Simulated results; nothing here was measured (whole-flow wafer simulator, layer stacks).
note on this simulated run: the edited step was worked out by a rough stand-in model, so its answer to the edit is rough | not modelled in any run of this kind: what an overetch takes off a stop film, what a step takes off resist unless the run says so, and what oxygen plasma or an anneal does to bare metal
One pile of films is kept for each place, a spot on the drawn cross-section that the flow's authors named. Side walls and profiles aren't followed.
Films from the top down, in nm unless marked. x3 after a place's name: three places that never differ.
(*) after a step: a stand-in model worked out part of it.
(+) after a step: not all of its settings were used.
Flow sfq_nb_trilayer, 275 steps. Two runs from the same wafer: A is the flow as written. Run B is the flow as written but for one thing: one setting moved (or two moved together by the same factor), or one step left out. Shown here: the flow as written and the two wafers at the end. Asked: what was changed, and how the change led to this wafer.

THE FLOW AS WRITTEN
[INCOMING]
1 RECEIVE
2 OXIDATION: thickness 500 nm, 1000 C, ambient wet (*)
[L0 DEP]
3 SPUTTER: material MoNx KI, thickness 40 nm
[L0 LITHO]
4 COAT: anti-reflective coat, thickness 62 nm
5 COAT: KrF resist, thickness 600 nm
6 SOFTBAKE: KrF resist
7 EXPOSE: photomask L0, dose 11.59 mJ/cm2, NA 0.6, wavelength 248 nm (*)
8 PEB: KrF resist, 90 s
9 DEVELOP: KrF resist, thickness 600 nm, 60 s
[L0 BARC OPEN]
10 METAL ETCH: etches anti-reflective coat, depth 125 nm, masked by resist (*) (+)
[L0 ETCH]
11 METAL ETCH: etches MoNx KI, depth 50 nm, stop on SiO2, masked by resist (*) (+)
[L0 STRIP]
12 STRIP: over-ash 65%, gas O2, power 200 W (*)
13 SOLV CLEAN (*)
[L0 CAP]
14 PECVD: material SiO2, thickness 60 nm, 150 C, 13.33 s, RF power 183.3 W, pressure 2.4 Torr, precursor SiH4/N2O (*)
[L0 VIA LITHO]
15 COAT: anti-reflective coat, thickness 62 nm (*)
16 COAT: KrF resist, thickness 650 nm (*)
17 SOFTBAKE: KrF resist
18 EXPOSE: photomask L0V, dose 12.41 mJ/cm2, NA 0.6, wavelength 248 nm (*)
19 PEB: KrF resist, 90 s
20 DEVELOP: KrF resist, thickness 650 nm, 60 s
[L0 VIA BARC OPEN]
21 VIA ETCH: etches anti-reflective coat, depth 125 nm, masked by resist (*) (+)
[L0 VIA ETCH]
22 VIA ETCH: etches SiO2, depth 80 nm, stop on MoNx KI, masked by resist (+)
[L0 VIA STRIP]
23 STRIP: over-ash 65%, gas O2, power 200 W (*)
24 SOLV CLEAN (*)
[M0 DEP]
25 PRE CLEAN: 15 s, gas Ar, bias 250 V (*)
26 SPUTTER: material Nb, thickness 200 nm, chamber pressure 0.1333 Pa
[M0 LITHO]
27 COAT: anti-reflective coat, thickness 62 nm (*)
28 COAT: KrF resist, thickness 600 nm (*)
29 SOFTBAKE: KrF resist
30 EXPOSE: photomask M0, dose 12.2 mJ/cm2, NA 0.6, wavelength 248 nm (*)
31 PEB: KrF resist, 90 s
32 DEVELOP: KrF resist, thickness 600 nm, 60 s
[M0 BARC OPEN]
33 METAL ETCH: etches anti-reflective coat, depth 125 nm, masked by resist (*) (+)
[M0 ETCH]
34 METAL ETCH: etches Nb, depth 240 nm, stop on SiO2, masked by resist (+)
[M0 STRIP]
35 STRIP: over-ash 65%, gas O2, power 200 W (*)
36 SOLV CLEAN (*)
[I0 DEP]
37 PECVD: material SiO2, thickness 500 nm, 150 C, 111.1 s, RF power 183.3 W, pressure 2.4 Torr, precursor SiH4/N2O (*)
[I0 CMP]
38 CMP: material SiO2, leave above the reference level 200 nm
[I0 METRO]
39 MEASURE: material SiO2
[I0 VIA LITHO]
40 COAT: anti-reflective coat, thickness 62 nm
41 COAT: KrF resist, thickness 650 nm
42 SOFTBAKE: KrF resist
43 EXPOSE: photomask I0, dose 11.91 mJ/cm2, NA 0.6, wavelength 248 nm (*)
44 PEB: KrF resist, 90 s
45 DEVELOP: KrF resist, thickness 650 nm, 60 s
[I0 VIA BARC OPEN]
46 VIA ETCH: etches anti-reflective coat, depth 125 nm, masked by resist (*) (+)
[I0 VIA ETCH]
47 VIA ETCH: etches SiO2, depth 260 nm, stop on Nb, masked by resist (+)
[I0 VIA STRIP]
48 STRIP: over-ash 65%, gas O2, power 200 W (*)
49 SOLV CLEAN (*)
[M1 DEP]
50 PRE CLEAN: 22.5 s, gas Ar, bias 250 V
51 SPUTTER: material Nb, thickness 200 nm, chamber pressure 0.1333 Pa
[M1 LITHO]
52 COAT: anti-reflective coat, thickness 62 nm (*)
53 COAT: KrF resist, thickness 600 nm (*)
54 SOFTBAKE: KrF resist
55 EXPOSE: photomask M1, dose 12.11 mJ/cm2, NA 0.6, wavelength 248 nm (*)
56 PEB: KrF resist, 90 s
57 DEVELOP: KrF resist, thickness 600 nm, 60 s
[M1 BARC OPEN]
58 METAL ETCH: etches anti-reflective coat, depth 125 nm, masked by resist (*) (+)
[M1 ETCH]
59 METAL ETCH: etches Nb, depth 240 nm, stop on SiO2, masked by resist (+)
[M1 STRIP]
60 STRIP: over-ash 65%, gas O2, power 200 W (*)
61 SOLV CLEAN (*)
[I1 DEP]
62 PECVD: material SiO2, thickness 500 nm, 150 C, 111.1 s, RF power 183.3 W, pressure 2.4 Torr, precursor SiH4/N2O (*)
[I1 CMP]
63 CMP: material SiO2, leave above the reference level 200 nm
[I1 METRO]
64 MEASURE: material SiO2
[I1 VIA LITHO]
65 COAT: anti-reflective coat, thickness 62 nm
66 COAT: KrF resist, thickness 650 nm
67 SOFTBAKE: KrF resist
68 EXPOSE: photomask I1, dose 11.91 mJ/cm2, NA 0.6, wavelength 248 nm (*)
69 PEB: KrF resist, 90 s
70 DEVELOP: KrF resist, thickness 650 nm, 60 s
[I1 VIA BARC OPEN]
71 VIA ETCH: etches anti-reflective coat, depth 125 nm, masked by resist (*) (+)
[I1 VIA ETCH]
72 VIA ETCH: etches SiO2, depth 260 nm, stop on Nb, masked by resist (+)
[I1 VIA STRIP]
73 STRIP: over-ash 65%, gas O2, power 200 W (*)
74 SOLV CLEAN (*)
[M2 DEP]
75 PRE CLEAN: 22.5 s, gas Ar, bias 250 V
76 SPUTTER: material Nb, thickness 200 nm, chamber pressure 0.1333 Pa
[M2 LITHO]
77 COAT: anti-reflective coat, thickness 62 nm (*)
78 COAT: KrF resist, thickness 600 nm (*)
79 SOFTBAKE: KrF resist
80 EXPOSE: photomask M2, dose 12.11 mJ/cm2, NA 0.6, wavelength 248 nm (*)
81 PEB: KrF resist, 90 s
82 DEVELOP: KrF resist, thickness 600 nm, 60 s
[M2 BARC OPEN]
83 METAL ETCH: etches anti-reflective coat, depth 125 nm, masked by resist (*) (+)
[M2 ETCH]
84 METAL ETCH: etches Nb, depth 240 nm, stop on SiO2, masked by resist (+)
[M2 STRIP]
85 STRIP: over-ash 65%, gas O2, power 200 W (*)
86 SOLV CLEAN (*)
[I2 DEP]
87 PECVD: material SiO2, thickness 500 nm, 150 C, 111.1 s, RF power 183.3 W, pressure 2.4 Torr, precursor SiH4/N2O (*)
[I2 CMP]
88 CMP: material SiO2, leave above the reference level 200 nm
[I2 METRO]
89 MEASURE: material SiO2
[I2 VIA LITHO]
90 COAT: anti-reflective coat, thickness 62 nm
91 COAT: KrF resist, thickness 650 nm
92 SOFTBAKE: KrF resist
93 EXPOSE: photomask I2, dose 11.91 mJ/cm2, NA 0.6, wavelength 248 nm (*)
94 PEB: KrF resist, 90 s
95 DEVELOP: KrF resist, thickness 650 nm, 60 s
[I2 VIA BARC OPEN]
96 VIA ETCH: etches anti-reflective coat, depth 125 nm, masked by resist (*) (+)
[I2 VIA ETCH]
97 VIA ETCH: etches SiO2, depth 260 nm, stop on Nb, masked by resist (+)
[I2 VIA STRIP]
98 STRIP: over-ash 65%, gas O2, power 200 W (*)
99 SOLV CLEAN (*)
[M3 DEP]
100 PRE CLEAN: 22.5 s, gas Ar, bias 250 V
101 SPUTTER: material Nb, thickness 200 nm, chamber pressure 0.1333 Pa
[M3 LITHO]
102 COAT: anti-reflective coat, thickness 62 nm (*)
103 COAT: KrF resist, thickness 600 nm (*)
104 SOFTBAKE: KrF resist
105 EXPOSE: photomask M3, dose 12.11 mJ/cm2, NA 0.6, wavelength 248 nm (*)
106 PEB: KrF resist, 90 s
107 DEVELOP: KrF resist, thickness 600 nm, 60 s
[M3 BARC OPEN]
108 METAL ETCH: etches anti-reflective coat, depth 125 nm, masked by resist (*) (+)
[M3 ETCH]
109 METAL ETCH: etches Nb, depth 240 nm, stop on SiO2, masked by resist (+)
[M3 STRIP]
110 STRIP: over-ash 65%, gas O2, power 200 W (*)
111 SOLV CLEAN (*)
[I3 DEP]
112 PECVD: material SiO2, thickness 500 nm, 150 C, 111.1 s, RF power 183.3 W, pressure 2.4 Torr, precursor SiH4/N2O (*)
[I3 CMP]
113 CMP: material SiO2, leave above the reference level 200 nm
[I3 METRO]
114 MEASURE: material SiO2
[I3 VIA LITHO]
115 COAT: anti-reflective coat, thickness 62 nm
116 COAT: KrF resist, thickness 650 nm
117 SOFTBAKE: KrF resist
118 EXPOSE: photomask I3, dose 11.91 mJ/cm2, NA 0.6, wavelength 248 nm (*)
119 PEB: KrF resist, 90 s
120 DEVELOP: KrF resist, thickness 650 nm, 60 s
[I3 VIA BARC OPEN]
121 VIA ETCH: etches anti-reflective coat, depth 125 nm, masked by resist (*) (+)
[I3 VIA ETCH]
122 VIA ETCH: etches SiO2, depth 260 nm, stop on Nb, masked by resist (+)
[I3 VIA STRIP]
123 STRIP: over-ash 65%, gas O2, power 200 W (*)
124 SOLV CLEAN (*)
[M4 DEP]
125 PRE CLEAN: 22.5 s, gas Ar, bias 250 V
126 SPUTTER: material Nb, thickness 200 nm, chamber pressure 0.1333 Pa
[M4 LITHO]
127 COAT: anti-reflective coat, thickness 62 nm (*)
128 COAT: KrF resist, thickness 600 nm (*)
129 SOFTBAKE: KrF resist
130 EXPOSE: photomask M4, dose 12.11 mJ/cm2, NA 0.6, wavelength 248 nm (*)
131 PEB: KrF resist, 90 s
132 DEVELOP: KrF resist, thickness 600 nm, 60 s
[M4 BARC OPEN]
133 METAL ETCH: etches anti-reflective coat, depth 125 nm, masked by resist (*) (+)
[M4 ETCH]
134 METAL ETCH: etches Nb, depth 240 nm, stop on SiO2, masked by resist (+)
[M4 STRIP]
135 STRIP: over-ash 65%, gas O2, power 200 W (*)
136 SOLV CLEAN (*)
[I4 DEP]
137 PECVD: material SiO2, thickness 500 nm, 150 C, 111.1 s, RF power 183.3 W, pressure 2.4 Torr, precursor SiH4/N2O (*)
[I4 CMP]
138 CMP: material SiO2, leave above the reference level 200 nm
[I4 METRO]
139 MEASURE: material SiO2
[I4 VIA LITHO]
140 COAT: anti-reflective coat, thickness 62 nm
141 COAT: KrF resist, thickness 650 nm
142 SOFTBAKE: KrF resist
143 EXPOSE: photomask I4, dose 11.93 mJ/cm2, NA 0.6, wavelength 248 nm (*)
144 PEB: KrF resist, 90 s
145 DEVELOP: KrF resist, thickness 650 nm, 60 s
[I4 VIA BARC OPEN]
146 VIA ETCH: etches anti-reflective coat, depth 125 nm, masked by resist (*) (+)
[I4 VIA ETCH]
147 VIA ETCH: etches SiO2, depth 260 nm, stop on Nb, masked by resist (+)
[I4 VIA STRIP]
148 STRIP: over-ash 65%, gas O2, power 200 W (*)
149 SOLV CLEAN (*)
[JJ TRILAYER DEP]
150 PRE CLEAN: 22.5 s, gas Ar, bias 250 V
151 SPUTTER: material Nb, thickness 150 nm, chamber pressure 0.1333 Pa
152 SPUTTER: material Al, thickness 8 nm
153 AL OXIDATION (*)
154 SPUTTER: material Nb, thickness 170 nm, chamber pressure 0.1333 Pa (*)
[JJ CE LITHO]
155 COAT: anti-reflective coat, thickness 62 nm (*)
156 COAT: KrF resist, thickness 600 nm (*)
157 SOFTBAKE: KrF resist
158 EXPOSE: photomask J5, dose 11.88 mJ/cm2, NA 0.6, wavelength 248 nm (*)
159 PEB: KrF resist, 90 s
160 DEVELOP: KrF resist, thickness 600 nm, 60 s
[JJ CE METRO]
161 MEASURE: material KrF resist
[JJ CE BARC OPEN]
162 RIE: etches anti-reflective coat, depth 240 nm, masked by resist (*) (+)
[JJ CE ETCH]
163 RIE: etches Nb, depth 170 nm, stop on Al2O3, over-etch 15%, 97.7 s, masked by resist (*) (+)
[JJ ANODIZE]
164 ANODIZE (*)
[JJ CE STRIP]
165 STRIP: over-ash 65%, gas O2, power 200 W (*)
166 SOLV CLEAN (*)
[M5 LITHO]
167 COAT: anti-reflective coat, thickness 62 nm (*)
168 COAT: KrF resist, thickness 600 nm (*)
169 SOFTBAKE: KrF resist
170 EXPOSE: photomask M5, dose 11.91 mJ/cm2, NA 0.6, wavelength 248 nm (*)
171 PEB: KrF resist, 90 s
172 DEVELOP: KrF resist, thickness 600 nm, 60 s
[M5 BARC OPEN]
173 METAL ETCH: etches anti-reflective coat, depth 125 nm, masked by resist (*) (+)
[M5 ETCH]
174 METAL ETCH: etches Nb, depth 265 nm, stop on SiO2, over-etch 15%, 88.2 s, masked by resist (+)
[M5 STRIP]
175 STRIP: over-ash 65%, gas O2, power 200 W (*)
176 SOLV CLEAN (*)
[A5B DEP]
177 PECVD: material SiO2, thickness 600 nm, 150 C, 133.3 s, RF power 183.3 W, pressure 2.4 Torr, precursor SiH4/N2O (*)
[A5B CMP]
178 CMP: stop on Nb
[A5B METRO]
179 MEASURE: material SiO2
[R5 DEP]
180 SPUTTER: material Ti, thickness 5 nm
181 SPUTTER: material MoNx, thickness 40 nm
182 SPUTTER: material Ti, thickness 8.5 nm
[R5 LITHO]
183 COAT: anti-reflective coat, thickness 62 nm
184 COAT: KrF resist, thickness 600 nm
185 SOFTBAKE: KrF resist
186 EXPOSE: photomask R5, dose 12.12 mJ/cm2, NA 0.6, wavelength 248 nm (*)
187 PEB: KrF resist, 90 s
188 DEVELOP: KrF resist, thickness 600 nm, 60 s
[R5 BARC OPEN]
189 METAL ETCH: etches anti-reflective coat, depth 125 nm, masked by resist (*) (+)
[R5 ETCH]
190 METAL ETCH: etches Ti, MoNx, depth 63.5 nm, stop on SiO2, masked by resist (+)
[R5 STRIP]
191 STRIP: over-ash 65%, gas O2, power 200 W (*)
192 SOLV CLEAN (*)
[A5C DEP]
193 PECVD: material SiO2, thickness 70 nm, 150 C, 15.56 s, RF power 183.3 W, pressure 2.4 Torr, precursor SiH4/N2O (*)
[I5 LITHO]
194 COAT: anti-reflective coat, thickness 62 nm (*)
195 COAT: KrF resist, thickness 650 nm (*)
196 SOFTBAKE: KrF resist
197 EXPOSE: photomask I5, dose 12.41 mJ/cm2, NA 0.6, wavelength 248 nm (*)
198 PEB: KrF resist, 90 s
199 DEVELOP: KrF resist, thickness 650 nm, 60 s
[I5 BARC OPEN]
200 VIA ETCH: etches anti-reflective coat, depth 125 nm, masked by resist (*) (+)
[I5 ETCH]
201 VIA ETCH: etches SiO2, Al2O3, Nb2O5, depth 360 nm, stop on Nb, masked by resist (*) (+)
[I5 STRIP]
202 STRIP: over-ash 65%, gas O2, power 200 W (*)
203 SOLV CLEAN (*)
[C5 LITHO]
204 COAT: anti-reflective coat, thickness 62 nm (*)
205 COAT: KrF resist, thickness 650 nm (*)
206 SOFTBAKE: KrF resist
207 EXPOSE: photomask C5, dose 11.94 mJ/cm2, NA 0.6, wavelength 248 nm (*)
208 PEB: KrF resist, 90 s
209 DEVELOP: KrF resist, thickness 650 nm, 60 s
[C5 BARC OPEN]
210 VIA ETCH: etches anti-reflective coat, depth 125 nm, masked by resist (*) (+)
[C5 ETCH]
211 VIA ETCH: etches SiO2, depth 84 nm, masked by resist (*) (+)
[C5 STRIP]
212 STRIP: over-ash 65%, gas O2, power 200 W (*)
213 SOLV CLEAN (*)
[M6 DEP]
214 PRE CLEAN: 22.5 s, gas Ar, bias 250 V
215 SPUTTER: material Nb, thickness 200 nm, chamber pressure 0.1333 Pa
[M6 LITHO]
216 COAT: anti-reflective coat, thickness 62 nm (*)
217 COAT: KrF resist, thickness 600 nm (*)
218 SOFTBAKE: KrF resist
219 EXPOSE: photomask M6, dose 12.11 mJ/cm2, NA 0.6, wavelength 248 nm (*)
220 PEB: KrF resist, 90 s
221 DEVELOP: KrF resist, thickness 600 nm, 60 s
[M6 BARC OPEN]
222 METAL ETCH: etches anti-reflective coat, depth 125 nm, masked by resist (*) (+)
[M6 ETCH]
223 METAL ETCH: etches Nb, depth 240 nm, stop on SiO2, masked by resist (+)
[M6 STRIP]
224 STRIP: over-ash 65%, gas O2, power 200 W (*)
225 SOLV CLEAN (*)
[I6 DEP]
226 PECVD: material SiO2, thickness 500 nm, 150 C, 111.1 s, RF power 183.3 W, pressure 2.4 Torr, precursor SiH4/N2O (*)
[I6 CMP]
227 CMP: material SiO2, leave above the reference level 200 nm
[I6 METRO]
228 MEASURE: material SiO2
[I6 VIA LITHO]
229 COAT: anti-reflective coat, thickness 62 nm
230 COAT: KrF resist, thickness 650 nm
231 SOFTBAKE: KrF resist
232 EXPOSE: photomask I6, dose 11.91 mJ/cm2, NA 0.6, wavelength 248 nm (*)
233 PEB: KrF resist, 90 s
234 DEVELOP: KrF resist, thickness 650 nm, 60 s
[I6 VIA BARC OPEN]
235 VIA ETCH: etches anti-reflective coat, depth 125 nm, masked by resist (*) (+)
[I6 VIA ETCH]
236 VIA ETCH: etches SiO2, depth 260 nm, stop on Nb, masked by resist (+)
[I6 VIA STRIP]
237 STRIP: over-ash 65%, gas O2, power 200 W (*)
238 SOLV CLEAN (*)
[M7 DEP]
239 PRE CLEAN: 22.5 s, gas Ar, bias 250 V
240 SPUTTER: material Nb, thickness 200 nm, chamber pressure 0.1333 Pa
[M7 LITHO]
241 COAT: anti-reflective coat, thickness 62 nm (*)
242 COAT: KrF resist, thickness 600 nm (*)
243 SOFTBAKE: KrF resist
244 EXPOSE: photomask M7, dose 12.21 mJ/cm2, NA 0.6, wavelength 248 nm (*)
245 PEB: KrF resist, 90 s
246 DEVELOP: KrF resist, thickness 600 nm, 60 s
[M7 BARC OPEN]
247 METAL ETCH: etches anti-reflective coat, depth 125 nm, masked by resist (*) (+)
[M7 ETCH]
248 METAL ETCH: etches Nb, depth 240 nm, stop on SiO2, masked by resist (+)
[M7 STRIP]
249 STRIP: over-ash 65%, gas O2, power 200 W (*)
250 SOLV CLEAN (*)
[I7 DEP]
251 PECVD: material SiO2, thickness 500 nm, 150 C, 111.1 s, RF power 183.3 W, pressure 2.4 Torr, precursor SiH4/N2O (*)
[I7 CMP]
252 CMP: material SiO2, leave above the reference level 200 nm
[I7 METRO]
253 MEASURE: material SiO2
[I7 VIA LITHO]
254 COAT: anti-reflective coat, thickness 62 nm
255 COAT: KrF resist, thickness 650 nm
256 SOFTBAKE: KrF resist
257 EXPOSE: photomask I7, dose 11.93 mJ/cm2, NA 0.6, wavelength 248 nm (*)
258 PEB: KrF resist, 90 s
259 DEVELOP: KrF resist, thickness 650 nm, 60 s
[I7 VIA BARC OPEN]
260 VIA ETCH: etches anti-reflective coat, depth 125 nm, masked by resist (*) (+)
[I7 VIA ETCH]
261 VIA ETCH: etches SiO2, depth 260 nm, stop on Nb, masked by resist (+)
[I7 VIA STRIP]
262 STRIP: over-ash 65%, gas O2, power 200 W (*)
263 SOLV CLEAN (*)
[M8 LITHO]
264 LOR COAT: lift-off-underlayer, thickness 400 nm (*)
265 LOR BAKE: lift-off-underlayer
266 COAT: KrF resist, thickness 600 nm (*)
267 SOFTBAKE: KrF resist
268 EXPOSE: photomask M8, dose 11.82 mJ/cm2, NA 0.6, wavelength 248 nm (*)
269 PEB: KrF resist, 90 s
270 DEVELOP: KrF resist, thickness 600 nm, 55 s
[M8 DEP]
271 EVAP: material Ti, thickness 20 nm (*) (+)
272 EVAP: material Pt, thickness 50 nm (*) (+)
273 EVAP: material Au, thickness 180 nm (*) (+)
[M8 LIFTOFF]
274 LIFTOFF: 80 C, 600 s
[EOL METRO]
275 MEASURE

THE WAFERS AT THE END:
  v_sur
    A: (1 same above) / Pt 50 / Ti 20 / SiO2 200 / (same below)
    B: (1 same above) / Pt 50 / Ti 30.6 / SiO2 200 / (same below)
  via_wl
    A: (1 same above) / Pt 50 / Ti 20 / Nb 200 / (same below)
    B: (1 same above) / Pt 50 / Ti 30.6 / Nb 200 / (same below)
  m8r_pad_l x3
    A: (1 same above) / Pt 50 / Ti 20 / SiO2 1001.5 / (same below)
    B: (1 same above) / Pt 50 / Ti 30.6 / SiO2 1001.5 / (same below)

The cause: step 271, EVAP: thickness 30.6 nm was run, where the flow has thickness 20 nm.
It can be read off the wafer: v_sur has Ti 30.6, and step 271 as written asks for 20 nm.

How the change led to this, step by step:
  271 EVAP: material Ti, thickness 20 nm (*) (+)
      field_l, v_sur, via_wl and 103 more: A Ti +20 (new film) | B Ti +30.6 (new film)
  274 LIFTOFF: 80 C, 600 s
      p4_fl x3, p4_w1 x9, p4_g1 x2 and 60 more: A Au -180 (all of it), Pt -50 (all of it), Ti -20 (all of it), KrF resist -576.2 (all of it), lift-off-underlayer -400 (all of it) | B Au -180 (all of it), Pt -50 (all of it), Ti -30.6 (all of it), KrF resist -576.2 (all of it), lift-off-underlayer -400 (all of it)
      c5j, ce_r: A Au -180 (all of it), Pt -50 (all of it), Ti -20 (all of it), KrF resist -573.3 (all of it), lift-off-underlayer -399.3 (all of it) | B Au -180 (all of it), Pt -50 (all of it), Ti -30.6 (all of it), KrF resist -573.3 (all of it), lift-off-underlayer -399.3 (all of it)
      (and at 19 more places)
